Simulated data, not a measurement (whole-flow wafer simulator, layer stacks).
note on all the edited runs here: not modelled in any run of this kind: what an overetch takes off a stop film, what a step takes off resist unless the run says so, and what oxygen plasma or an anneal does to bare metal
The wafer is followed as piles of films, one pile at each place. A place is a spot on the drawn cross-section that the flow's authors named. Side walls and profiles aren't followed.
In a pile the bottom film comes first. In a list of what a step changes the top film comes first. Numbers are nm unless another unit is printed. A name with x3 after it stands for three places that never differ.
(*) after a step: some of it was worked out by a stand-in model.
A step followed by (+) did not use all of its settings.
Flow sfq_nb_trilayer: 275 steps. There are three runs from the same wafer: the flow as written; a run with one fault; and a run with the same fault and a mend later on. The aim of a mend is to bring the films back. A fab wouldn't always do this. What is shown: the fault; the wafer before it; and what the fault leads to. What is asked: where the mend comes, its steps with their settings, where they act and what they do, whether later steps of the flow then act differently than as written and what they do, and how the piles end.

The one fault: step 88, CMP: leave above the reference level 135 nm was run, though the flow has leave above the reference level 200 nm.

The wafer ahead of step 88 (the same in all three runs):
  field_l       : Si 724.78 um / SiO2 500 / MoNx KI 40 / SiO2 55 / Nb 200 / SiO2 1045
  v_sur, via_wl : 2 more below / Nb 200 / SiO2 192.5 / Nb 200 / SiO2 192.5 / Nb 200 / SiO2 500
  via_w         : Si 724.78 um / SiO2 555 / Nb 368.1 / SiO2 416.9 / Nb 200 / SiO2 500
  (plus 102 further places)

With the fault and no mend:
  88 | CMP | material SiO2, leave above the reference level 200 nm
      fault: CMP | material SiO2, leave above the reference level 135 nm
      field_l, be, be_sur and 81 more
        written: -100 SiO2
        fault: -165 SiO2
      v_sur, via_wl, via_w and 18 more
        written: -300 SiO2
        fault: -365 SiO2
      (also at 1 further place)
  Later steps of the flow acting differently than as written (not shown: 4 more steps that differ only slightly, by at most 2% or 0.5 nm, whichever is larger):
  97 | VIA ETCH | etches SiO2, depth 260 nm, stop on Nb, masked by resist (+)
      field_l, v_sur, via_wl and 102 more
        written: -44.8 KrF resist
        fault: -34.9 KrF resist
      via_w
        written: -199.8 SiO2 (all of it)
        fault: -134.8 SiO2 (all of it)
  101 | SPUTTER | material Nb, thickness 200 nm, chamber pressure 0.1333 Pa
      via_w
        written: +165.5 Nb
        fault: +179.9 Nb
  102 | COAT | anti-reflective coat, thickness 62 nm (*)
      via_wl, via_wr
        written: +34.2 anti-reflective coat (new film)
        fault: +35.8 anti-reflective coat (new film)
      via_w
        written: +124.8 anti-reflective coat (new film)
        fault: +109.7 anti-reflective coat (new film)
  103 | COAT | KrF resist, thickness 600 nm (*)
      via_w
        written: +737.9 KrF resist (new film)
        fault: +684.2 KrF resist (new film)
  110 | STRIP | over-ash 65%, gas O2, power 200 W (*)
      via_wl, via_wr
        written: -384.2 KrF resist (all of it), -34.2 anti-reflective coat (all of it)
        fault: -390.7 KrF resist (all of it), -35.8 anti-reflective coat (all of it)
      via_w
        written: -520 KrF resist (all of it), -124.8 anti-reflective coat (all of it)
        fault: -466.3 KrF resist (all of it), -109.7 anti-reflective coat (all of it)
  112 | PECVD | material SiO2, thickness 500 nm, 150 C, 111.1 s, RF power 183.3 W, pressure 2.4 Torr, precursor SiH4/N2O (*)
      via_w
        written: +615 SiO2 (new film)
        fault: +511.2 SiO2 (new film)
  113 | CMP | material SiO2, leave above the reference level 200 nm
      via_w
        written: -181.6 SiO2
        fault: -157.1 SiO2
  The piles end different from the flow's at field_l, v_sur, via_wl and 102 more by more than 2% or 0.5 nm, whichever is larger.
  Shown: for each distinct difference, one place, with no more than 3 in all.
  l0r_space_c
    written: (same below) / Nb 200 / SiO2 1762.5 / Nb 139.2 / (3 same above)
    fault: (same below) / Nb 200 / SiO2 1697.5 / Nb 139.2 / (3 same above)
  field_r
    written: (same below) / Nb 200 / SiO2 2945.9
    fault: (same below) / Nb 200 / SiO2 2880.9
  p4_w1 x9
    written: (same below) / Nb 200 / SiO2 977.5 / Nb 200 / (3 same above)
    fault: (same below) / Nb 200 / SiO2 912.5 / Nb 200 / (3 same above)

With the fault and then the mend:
  After step 95 comes the mend.
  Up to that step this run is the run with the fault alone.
  95a | STRIP | over-ash 65%, gas O2, power 200 W (*)
      field_l, v_sur, via_wl and 102 more
        -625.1 KrF resist (all of it), -62 anti-reflective coat (all of it)
      via_w
        -62 anti-reflective coat (all of it)
  95b | PECVD | material SiO2, thickness 65 nm, 150 C, 14.44 s, RF power 183.3 W, pressure 2.4 Torr, precursor SiH4/N2O (the flow's step 87, run once more with other settings)
      field_l, v_sur, via_wl and 103 more
        +65 SiO2
  95c | COAT | anti-reflective coat, thickness 62 nm (the flow's step 90, run once more)
      field_l, v_sur, via_wl and 103 more
        +62 anti-reflective coat (new film)
  95d | COAT | KrF resist, thickness 650 nm (the flow's step 91, run once more)
      field_l, v_sur, via_wl and 103 more
        +650 KrF resist (new film)
  95e | SOFTBAKE | KrF resist (the flow's step 92, run once more)
      does not change any film at any place that is followed
  95f | EXPOSE | photomask I2, dose 11.91 mJ/cm2, NA 0.6, wavelength 248 nm (*) (the flow's step 93, run once more)
      does not change any film at any place that is followed
  95g | PEB | KrF resist, 90 s (the flow's step 94, run once more)
      field_l, v_sur, via_wl and 103 more
        -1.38 KrF resist
  95h | DEVELOP | KrF resist, thickness 650 nm, 60 s (the flow's step 95, run once more)
      field_l, v_sur, via_wl and 102 more
        -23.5 KrF resist
      via_w
        -648.6 KrF resist (all of it)
  Later steps of the flow that are run all act as written at every place that is followed, up to a difference of at most 2% or 0.5 nm, whichever is larger.
  By the end, the piles equal the flow's at every place that both follow.
